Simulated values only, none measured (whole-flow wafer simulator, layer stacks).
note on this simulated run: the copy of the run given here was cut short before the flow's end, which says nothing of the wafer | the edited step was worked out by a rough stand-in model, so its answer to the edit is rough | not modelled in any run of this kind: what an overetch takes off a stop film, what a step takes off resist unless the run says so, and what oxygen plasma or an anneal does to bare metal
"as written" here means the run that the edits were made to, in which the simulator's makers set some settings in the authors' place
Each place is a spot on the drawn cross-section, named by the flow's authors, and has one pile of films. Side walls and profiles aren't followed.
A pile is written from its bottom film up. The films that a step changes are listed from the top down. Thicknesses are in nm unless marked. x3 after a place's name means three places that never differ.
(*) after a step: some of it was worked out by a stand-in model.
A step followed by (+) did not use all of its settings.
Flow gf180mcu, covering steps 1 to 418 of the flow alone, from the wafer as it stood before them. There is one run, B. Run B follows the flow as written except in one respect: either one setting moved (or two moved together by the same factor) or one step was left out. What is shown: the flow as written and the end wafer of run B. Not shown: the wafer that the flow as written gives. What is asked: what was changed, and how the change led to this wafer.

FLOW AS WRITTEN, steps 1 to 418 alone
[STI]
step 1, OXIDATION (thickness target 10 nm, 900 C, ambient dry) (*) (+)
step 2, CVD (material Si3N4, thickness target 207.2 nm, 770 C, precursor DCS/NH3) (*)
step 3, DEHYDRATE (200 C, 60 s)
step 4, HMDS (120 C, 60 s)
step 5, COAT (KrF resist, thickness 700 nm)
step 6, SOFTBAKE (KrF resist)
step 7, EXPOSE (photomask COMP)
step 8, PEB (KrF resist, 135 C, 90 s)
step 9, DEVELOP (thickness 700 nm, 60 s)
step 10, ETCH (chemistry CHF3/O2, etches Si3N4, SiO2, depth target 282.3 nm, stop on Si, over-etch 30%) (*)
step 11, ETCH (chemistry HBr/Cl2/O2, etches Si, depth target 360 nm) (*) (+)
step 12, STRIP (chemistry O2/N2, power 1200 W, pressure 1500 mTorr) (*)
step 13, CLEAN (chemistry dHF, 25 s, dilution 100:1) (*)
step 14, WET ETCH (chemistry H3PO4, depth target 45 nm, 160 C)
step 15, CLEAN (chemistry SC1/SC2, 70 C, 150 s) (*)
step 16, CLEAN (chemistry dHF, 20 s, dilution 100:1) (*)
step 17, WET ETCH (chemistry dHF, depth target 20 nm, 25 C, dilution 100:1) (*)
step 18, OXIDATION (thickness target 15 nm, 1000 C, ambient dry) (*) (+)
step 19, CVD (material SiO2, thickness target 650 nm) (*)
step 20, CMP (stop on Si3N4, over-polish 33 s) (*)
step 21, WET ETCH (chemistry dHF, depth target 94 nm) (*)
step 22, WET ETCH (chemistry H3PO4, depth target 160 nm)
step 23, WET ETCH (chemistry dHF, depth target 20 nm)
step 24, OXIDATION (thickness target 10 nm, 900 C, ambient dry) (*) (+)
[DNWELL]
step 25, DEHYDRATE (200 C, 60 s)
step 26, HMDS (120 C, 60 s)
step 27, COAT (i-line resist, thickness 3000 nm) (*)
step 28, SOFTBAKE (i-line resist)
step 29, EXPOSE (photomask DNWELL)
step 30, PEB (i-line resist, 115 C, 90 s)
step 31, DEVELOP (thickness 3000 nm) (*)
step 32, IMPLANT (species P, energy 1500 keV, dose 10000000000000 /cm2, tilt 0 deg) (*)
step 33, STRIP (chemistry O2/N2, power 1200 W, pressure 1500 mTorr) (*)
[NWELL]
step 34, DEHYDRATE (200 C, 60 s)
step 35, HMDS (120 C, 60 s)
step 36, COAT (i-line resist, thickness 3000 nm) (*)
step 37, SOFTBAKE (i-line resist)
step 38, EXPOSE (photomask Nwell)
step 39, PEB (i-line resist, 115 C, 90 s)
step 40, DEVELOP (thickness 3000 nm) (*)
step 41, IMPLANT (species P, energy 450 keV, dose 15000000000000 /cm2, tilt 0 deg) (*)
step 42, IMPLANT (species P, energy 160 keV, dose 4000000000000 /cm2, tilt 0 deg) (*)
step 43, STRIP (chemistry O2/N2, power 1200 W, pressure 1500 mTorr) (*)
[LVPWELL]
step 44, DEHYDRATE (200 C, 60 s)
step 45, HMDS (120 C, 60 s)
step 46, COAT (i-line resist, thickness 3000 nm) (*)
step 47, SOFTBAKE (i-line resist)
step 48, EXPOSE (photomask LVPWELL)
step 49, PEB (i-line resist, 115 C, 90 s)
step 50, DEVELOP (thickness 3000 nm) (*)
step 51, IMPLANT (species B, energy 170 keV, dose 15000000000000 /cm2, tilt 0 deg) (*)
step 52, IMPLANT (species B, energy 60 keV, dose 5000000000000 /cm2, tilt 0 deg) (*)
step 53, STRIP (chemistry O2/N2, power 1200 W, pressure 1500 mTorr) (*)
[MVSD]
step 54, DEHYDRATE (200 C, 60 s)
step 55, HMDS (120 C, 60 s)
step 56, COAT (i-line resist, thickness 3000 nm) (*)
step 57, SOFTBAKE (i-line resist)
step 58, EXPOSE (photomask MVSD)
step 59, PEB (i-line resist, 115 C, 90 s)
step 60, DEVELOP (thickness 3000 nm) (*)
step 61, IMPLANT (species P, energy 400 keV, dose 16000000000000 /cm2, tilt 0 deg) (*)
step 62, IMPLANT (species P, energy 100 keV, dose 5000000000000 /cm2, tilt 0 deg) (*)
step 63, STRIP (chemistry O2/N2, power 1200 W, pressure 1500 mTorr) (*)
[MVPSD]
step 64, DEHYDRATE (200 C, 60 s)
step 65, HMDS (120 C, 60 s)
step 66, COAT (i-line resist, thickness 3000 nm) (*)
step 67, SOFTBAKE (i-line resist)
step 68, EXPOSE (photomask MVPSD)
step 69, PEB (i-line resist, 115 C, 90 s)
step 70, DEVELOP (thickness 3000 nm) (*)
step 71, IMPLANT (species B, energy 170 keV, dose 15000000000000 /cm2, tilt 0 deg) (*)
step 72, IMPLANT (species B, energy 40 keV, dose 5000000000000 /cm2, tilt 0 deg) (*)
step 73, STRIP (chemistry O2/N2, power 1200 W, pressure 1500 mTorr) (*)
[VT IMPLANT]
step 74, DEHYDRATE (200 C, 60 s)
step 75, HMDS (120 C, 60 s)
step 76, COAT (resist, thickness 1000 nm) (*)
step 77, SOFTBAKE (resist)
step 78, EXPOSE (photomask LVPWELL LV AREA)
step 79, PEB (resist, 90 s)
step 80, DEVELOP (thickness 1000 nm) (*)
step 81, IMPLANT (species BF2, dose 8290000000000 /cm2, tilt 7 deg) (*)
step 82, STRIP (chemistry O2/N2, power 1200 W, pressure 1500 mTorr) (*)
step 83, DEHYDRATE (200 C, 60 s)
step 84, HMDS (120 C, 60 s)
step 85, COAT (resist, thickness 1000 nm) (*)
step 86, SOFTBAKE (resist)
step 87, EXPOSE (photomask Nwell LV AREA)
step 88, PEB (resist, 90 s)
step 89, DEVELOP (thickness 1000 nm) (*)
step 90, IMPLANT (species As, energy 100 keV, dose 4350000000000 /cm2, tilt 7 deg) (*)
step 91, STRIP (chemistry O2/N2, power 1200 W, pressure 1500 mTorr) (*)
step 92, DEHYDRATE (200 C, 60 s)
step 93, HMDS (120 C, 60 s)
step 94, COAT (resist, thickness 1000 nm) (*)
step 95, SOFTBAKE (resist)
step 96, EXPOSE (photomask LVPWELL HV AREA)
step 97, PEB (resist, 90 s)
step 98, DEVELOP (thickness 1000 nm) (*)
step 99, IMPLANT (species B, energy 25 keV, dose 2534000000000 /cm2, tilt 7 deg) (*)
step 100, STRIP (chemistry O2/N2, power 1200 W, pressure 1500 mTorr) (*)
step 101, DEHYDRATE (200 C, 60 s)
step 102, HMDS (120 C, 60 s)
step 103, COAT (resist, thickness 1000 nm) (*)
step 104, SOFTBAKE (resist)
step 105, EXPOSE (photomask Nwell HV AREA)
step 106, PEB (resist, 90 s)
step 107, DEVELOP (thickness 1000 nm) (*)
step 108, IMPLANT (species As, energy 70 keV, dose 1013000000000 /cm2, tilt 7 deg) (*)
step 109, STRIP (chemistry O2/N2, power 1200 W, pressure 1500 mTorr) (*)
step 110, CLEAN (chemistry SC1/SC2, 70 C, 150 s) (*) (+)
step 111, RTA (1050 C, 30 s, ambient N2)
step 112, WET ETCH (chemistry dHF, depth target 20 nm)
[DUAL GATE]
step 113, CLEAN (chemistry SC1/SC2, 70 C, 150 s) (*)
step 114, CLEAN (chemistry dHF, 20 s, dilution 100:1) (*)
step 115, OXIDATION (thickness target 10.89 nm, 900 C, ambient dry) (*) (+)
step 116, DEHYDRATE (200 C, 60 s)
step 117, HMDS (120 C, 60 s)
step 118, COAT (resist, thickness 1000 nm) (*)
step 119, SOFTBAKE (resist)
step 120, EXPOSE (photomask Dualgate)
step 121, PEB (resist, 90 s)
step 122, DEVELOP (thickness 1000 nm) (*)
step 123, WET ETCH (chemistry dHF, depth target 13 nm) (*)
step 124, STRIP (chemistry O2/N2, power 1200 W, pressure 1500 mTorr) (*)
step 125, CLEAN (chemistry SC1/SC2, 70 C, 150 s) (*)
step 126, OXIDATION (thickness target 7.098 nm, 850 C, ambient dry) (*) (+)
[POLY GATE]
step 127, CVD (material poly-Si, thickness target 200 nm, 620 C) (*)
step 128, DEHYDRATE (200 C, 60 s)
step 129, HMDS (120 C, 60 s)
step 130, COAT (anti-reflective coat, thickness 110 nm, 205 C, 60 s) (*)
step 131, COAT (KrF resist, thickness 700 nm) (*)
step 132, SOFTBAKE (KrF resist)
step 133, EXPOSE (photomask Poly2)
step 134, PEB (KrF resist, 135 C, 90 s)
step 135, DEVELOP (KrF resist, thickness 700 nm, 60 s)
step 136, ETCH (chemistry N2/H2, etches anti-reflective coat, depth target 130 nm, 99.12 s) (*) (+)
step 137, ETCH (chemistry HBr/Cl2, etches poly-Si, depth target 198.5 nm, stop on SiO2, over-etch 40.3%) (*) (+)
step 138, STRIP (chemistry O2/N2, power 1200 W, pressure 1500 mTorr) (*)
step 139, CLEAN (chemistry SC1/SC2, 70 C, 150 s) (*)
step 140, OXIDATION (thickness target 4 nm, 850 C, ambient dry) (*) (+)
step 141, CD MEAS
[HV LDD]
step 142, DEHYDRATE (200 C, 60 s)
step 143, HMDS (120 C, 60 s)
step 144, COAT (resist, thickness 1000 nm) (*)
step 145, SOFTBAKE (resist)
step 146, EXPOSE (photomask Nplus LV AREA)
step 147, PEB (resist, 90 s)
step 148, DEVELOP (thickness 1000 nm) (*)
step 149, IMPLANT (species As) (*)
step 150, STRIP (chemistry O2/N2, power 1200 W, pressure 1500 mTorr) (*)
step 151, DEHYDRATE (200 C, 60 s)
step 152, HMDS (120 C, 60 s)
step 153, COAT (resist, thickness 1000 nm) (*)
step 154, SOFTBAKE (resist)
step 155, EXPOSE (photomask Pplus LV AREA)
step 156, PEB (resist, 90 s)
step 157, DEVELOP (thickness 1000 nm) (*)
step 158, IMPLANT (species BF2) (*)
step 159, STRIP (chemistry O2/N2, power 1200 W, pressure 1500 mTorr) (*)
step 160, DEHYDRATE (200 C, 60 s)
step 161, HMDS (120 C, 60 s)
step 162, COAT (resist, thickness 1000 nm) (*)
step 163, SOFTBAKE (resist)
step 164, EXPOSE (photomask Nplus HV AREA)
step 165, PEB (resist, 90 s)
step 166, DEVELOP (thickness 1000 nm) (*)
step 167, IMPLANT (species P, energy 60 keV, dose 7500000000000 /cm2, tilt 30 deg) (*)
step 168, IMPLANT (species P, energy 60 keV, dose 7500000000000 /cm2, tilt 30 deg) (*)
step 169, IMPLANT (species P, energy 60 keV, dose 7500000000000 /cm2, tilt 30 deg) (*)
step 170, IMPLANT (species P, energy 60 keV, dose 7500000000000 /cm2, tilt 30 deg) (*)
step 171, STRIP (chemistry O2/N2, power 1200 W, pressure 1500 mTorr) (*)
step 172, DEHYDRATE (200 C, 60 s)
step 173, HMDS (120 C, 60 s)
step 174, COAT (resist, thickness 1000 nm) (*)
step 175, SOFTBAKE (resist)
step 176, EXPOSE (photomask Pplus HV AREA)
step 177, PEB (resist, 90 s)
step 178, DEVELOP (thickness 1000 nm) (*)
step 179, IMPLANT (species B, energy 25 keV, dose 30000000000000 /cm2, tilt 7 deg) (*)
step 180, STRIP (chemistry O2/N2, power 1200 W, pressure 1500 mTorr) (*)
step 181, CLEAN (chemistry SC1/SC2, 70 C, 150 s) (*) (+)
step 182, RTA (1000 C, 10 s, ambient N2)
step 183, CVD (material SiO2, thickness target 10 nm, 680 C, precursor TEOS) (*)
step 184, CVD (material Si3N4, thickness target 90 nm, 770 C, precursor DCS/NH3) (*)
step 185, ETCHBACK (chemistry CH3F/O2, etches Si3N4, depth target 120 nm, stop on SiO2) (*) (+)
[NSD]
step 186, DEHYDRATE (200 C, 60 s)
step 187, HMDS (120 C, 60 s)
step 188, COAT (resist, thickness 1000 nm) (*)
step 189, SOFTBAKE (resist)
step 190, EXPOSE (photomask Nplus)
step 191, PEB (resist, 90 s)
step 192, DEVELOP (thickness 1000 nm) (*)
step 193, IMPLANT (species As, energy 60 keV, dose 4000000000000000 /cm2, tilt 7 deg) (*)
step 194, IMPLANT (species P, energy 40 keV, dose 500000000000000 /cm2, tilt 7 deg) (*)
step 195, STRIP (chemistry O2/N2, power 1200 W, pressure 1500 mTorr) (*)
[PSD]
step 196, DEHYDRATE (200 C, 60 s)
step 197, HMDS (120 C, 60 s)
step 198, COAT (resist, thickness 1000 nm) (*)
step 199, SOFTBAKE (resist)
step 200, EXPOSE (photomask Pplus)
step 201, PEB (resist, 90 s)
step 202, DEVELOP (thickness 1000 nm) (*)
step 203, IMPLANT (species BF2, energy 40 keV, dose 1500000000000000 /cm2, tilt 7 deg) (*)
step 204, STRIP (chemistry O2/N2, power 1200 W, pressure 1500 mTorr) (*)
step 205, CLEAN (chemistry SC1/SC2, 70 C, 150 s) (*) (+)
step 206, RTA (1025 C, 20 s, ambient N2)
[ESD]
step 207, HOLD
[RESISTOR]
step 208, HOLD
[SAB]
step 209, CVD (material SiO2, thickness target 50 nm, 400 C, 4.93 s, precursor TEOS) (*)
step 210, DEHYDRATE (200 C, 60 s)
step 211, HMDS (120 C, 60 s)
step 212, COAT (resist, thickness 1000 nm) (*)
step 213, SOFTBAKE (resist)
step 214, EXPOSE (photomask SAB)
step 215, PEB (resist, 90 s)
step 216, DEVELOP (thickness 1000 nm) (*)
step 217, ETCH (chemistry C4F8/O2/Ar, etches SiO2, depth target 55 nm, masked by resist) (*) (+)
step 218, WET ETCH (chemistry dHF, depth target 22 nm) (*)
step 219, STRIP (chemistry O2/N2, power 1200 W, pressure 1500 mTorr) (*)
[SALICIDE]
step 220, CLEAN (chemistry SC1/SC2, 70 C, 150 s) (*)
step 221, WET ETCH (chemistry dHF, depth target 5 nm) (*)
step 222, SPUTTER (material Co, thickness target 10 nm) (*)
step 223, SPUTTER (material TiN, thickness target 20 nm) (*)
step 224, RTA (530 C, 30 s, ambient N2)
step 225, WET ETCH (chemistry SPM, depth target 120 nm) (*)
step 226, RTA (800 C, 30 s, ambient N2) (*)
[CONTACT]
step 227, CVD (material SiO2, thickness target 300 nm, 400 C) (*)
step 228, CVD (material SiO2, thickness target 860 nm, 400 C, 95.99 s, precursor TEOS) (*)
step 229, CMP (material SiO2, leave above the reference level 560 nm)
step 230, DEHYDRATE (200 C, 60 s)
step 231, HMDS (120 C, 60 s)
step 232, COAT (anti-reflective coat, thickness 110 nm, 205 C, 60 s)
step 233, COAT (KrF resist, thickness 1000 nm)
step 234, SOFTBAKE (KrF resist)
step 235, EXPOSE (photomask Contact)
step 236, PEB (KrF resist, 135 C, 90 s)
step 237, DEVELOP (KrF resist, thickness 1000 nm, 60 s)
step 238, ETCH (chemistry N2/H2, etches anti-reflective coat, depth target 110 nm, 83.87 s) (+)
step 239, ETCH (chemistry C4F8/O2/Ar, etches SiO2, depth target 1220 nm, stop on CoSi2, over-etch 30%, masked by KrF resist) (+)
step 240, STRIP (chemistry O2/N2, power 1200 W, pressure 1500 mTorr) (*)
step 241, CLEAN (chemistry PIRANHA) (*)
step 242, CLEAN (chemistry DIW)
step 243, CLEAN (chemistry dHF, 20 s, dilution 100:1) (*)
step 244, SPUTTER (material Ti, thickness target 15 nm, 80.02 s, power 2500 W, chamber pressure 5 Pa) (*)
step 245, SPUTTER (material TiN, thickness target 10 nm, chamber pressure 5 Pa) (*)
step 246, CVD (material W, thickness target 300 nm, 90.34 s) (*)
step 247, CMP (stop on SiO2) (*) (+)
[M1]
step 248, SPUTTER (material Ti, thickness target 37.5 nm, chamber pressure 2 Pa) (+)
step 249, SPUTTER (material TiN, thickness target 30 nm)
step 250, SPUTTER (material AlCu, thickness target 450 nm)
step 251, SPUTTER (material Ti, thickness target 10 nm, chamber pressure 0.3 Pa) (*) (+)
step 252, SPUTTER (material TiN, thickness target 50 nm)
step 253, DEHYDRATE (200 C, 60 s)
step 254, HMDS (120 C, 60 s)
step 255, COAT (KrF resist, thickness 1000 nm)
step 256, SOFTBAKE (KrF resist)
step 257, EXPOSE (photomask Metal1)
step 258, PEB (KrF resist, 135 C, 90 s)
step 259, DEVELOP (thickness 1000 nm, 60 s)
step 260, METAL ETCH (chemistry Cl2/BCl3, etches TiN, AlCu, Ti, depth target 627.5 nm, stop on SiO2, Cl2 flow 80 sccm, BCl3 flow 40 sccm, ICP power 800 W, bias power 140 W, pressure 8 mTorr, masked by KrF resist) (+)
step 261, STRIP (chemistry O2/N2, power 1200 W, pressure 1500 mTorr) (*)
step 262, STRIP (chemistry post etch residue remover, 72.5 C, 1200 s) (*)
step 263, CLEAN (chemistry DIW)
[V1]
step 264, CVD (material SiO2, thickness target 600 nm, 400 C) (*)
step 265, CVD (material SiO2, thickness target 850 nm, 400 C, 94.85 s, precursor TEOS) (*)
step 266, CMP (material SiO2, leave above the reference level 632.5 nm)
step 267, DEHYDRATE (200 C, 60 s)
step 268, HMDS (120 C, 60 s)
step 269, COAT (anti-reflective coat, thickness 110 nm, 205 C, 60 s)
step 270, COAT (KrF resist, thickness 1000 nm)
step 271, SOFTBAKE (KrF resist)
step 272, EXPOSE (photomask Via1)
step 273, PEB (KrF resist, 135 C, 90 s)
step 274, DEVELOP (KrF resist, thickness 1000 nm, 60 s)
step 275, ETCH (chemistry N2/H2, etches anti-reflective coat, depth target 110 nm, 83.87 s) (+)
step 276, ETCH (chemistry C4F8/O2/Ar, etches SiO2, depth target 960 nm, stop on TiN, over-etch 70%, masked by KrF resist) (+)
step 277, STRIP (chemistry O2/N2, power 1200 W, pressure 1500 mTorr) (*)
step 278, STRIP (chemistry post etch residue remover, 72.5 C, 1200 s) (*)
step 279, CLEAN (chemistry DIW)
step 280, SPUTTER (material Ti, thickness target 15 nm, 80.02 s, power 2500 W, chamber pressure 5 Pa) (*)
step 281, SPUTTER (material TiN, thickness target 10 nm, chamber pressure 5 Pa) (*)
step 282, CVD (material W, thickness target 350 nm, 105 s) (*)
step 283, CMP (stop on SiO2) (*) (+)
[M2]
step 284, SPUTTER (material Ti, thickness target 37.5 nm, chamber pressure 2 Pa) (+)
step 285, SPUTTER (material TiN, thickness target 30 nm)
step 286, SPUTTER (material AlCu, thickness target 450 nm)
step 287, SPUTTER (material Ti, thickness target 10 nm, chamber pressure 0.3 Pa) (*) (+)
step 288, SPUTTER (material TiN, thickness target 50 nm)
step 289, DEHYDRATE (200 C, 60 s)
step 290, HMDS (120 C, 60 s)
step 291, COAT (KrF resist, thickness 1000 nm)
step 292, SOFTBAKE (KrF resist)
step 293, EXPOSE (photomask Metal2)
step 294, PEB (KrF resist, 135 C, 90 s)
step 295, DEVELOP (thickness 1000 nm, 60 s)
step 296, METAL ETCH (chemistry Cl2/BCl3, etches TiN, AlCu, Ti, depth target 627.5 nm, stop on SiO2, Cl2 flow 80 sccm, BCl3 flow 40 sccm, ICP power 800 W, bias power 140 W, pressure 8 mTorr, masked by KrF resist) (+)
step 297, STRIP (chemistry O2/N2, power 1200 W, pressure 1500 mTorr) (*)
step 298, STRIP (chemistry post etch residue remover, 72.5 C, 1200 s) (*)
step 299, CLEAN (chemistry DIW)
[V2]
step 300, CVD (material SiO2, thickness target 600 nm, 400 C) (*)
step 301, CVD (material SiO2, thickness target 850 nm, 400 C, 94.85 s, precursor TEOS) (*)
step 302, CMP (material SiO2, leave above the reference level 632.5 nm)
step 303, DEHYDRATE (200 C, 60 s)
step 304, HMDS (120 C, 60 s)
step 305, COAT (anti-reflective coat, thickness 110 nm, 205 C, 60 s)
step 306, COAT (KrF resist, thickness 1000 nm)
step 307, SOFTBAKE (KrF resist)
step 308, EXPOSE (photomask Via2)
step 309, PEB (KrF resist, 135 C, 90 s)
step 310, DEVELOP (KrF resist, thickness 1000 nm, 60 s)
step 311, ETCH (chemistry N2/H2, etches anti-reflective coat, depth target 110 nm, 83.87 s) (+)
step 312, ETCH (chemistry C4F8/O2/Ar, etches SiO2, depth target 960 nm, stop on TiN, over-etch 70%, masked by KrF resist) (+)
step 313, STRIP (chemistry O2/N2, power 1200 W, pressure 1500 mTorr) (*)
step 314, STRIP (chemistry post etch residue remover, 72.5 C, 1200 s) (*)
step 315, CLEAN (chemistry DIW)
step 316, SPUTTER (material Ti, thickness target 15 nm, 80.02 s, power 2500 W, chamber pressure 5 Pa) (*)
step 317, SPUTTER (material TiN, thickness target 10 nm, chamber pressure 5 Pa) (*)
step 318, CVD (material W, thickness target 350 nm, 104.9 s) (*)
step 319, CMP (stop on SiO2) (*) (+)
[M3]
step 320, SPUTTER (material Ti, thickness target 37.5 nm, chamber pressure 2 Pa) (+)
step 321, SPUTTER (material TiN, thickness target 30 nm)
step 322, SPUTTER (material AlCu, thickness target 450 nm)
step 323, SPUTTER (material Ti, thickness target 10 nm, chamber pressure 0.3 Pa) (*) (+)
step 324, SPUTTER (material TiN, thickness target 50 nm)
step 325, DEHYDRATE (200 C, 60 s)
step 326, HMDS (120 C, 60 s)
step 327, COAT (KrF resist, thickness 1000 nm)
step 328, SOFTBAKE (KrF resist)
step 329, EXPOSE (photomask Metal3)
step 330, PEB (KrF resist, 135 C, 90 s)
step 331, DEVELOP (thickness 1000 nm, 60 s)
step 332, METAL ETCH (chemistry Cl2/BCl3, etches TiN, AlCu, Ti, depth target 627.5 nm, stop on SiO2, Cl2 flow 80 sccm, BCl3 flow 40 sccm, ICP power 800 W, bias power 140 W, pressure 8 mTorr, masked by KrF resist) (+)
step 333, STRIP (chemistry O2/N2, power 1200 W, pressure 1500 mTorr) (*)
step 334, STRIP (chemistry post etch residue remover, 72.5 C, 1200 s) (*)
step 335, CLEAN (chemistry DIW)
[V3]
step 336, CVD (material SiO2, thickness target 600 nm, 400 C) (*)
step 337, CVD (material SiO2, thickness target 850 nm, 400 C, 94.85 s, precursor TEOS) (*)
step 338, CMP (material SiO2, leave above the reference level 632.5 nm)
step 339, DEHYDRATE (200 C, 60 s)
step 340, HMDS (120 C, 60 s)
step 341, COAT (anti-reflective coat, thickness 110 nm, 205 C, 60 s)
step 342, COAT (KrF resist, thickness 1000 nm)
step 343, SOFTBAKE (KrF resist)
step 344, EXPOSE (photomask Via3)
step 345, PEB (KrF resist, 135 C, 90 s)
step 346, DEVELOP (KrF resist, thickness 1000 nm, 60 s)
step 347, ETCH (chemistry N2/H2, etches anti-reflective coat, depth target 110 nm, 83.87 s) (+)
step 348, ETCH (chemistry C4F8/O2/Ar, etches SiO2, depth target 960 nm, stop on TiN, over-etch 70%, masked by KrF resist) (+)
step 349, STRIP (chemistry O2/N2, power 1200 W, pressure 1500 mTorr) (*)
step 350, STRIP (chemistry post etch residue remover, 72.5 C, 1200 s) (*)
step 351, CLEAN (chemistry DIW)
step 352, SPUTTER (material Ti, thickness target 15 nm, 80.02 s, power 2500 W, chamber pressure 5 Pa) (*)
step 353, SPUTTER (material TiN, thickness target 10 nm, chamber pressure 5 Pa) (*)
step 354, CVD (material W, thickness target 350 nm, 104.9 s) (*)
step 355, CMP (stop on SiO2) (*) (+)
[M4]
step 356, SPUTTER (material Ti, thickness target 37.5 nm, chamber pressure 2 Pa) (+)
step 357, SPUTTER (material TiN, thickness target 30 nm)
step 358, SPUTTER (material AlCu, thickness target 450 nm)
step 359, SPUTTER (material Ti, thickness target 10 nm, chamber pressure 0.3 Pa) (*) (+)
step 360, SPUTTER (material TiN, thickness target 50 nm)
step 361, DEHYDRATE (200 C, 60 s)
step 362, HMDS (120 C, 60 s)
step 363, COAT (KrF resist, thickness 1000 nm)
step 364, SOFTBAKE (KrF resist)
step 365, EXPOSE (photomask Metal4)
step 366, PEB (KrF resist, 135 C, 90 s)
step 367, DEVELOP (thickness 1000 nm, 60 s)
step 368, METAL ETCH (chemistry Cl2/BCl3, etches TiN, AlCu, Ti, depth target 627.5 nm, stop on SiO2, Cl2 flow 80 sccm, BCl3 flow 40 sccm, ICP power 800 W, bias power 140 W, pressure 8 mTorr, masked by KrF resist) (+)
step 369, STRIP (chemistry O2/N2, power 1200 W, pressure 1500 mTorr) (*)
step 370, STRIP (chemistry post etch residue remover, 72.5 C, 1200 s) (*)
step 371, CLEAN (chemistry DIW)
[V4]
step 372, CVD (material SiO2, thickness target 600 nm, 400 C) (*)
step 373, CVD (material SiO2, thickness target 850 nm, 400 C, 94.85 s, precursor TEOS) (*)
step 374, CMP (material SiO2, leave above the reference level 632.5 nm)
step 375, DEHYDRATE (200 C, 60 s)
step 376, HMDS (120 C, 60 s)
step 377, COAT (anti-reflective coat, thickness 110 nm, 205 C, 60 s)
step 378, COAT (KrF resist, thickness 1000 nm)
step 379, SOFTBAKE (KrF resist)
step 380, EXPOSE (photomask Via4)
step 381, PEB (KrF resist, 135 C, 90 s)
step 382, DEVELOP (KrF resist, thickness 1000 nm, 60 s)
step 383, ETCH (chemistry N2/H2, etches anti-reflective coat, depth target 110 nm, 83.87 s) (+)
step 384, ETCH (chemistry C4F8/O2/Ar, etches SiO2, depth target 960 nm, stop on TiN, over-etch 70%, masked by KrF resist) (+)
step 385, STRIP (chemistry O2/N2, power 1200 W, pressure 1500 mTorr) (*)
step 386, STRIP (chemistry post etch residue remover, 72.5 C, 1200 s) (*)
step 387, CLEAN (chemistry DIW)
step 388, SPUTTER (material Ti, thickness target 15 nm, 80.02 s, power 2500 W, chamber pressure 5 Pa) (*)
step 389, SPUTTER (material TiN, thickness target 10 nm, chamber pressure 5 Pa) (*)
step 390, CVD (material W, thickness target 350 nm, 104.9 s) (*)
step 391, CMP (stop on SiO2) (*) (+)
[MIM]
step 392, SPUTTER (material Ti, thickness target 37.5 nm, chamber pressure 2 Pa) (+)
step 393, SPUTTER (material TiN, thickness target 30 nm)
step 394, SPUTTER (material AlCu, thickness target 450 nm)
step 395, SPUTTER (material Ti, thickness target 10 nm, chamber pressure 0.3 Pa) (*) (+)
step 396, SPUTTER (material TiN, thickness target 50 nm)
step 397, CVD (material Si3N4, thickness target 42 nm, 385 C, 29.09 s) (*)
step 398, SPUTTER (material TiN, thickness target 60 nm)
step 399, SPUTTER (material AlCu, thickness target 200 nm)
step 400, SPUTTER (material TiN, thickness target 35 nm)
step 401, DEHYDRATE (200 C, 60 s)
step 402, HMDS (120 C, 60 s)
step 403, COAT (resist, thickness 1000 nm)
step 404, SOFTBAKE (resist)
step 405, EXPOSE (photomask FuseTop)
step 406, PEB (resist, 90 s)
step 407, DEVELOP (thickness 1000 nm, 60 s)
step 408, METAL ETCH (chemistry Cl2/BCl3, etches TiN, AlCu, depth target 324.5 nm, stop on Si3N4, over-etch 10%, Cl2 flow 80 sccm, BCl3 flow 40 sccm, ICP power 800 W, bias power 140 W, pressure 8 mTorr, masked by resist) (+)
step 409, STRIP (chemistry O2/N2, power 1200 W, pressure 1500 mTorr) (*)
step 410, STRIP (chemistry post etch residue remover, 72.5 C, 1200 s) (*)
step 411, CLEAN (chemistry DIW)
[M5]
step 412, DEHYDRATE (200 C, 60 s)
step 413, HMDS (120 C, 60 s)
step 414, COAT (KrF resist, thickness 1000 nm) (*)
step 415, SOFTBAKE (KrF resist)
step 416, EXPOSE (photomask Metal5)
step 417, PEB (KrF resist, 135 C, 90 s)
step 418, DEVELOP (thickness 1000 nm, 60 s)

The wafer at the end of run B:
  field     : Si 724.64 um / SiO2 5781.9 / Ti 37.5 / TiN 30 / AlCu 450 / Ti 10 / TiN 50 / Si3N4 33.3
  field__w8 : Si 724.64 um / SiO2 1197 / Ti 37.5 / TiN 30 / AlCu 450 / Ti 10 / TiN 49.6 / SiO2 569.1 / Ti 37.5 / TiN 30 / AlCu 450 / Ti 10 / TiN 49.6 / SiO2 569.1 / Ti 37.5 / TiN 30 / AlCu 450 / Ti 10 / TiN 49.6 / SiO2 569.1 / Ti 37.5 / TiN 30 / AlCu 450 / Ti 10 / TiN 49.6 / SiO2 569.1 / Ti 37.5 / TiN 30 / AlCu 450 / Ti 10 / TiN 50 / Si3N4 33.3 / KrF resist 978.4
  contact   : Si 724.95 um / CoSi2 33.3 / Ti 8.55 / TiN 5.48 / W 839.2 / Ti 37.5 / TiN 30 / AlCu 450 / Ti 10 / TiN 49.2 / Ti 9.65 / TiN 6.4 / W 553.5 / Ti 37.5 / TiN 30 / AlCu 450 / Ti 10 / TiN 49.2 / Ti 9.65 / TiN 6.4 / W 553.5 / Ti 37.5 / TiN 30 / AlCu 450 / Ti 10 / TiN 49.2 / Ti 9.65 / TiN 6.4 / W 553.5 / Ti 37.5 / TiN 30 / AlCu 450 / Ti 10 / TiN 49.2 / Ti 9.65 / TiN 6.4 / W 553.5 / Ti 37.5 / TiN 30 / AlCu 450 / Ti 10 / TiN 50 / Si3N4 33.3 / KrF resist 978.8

The reason: step 397, CVD: 23.27 s was run, while the flow as written has 29.09 s.

Step by step, how the change led to this:
  step 397, CVD (material Si3N4, thickness target 42 nm, 385 C, 29.09 s) (*)
      field, field__w1, field__w2 and 108 more: +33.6 Si3N4 (new film) (as written it would have been: +42 Si3N4 (new film))
